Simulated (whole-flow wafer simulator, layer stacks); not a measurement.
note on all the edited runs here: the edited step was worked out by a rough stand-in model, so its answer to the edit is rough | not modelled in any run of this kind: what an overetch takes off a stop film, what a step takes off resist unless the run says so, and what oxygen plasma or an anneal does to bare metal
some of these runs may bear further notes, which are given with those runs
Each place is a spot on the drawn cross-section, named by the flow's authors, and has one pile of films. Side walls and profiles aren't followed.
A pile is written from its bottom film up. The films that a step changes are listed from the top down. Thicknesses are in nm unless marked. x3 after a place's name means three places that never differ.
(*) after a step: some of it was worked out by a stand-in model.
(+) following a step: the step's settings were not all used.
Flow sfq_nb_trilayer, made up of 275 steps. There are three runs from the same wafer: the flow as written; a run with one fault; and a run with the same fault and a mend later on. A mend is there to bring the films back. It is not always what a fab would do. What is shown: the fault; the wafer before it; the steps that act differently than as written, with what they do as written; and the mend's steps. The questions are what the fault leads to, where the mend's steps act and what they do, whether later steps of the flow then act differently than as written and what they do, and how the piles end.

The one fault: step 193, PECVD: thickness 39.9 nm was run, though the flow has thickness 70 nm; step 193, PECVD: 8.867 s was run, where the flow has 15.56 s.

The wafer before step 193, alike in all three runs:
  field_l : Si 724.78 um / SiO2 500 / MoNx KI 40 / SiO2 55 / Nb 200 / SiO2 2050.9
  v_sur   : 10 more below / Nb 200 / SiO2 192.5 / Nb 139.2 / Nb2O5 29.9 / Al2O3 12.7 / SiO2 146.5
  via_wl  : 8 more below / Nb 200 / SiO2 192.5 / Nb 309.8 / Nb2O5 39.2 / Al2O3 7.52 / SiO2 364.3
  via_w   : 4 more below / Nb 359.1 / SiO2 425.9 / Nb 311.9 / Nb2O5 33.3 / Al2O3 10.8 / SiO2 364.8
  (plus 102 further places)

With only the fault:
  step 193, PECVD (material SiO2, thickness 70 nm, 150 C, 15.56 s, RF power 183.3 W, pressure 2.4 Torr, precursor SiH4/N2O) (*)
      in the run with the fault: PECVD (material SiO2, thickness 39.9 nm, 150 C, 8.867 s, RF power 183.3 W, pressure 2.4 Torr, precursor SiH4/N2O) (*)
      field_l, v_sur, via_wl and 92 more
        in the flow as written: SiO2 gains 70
        in the run with the fault: SiO2 gains 39.9
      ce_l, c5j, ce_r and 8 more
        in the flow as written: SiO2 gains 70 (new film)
        in the run with the fault: SiO2 gains 39.9 (new film)
  Steps further on in the flow that do not act as written (10 other steps are not shown; they differ only slightly, by no more than 2% or 0.5 nm, whichever is larger):
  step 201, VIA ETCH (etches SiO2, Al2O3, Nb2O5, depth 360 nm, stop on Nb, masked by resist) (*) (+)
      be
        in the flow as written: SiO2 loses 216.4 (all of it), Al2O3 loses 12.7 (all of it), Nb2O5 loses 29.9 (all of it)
        in the run with the fault: SiO2 loses 186.3 (all of it), Al2O3 loses 12.7 (all of it), Nb2O5 loses 29.9 (all of it)
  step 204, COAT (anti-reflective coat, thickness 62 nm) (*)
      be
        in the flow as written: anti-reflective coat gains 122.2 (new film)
        in the run with the fault: anti-reflective coat gains 117.7 (new film)
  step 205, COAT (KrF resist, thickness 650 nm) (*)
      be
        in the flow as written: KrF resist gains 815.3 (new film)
        in the run with the fault: KrF resist gains 793.8 (new film)
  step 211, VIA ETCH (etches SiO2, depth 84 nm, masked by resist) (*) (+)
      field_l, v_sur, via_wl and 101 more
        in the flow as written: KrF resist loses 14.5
        in the run with the fault: KrF resist loses 10.3
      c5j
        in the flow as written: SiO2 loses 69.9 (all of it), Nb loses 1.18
        in the run with the fault: SiO2 loses 39.8 (all of it), Nb loses 1.65
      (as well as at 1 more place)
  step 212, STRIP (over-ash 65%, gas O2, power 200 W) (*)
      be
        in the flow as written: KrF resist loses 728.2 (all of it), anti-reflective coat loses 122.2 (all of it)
        in the run with the fault: KrF resist loses 710.8 (all of it), anti-reflective coat loses 117.7 (all of it)
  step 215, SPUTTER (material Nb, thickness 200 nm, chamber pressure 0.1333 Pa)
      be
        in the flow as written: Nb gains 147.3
        in the run with the fault: Nb gains 154.2
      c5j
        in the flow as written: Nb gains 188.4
        in the run with the fault: Nb gains 196.3
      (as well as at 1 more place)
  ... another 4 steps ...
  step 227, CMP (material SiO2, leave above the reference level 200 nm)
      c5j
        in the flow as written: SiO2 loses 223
        in the run with the fault: SiO2 loses 245.8
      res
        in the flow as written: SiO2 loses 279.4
        in the run with the fault: SiO2 loses 316.6
  The piles end different from the flow's at v_sur, via_wl, via_w and 79 more by more than 2% or 0.5 nm, whichever is larger.
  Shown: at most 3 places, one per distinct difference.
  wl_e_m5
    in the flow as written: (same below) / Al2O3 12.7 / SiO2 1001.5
    in the run with the fault: (same below) / Al2O3 12.7 / SiO2 971.4
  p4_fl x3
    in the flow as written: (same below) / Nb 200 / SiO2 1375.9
    in the run with the fault: (same below) / Nb 200 / SiO2 1345.8
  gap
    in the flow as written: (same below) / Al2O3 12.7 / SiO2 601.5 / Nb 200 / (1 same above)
    in the run with the fault: (same below) / Al2O3 12.7 / SiO2 571.4 / Nb 200 / (1 same above)

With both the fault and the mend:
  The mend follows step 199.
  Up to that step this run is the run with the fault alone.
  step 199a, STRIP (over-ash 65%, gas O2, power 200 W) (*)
      p4_fl x3, p4_w1 x9, p4_g1 x2 and 33 more
        KrF resist loses 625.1 (all of it), anti-reflective coat loses 62 (all of it)
      wl_b_m5, wl_b_sr, wl_c_sl and 12 more
        KrF resist loses 625 (all of it), anti-reflective coat loses 62 (all of it)
      v_sur, via_wl, via_w
        KrF resist loses 625.7 (all of it), anti-reflective coat loses 62.2 (all of it)
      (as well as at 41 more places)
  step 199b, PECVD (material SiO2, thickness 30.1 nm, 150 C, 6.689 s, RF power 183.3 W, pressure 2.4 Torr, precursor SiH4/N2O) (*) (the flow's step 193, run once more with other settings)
      field_l, v_sur, via_wl and 103 more
        SiO2 gains 30.1
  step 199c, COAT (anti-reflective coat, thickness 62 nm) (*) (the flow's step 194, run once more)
      p4_fl x3, p4_w1 x9, p4_g1 x2 and 50 more
        anti-reflective coat gains 62 (new film)
      via_wr, via_sp, via_v, wire, lsp_r, l0_sur, l0v
        anti-reflective coat gains 62.3 (new film)
      be, be_sur, gap, lsp_m, ln_m6
        anti-reflective coat gains 62.4 (new film)
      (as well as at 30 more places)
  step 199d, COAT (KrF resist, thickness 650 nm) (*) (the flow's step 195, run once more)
      p4_fl x3, p4_w1 x9, p4_g1 x2 and 33 more
        KrF resist gains 650 (new film)
      wl_b_m5, wl_b_sr, wl_c_sl and 12 more
        KrF resist gains 649.9 (new film)
      v_sur, via_wl, via_w
        KrF resist gains 650.6 (new film)
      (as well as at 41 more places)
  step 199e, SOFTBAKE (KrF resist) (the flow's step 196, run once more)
      leaves every film unchanged at each place that is followed
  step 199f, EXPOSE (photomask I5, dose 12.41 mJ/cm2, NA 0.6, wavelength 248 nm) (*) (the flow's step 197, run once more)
      leaves every film unchanged at each place that is followed
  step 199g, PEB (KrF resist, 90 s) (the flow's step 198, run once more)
      field_l, v_sur, via_wl and 87 more
        KrF resist loses 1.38
      jj_sur, ce_l, sp_r, moat, field_r, wl_jj
        KrF resist loses 1.39
      be_r, r_sur, res, r_end
        KrF resist loses 1.33
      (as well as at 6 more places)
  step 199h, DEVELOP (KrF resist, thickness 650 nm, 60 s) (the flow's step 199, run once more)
      field_l, v_sur, via_wl and 102 more
        KrF resist loses 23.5
      be
        KrF resist loses 649.8 (all of it)
  None of the later steps of the flow differs from how it acts as written, at any place that is followed, by more than 2% or 0.5 nm, whichever is larger.
  The piles end the same as the flow's at every place that both follow.
